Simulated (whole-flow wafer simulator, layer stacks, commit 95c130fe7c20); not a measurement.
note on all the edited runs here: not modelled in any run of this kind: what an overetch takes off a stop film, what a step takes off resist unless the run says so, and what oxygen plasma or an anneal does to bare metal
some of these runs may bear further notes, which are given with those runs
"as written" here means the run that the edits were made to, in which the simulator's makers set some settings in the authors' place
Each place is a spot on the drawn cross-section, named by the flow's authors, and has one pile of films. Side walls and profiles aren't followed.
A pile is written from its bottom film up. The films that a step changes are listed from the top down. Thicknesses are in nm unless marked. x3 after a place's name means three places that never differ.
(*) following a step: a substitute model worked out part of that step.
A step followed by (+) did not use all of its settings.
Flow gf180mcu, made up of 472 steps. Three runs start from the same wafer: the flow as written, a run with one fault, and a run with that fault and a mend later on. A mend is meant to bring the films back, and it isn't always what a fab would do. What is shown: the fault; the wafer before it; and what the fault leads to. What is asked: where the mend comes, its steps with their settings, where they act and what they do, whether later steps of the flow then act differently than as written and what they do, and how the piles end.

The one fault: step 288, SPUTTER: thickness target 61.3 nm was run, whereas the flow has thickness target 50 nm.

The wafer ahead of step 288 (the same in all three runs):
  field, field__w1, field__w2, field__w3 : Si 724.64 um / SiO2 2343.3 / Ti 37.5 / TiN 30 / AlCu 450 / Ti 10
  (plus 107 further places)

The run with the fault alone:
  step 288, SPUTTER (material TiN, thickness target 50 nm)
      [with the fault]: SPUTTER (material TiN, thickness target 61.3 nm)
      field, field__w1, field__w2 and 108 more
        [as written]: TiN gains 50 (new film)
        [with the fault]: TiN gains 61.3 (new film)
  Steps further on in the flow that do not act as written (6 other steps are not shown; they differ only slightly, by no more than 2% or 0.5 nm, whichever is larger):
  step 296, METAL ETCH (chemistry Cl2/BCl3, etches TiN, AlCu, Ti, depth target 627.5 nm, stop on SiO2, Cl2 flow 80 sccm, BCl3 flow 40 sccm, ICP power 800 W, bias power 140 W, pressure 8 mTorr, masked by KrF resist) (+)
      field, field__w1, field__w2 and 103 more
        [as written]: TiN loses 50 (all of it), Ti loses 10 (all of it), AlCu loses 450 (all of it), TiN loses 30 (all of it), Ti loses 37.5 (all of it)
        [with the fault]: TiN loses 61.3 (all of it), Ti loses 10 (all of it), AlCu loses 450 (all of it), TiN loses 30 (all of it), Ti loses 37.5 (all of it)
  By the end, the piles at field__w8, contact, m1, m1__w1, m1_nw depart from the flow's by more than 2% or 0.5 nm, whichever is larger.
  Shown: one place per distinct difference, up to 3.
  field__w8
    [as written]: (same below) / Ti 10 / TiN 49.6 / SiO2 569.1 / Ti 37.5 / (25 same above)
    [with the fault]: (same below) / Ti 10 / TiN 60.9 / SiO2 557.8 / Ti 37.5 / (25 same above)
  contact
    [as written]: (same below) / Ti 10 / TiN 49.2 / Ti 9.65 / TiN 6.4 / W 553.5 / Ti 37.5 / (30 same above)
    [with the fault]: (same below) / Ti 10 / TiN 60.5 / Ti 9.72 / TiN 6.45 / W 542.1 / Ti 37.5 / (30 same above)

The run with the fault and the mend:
  The mend stands after step 295.
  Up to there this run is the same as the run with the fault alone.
  step 295a, STRIP (chemistry O2/N2, power 2160 W, pressure 1700 mTorr) (*)
      field__w8, contact, m1, m1__w1, m1_nw
        KrF resist loses 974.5 (all of it)
  step 295b, METAL ETCH (chemistry Cl2/BCl3, etches TiN, AlCu, Ti, depth target 11.3 nm, Cl2 flow 80 sccm, BCl3 flow 40 sccm, ICP power 800 W, bias power 140 W, pressure 8 mTorr) (the flow's step 260 again, with other settings)
      field, field__w1, field__w2 and 108 more
        TiN loses 11.3
  step 295c, HMDS (120 C, 60 s) (the flow's step 290 again)
      alters no film at any place that is followed
  step 295d, COAT (KrF resist, thickness 1000 nm) (the flow's step 291 again)
      field, field__w1, field__w2 and 108 more
        KrF resist gains 1000 (new film)
  step 295e, SOFTBAKE (KrF resist) (the flow's step 292 again)
      alters no film at any place that is followed
  step 295f, EXPOSE (photomask Metal2) (the flow's step 293 again)
      alters no film at any place that is followed
  step 295g, PEB (KrF resist, 135 C, 90 s) (the flow's step 294 again)
      field, field__w1, field__w2 and 108 more
        KrF resist loses 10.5
  step 295h, DEVELOP (thickness 1000 nm, 60 s) (the flow's step 295 again)
      field, field__w1, field__w2 and 103 more
        KrF resist loses 989.5 (all of it)
      field__w8, contact, m1, m1__w1, m1_nw
        KrF resist loses 14.9
  Later steps of the flow that are run all act as written at every place that is followed.
  The piles end the same as the flow's at every place that both follow.
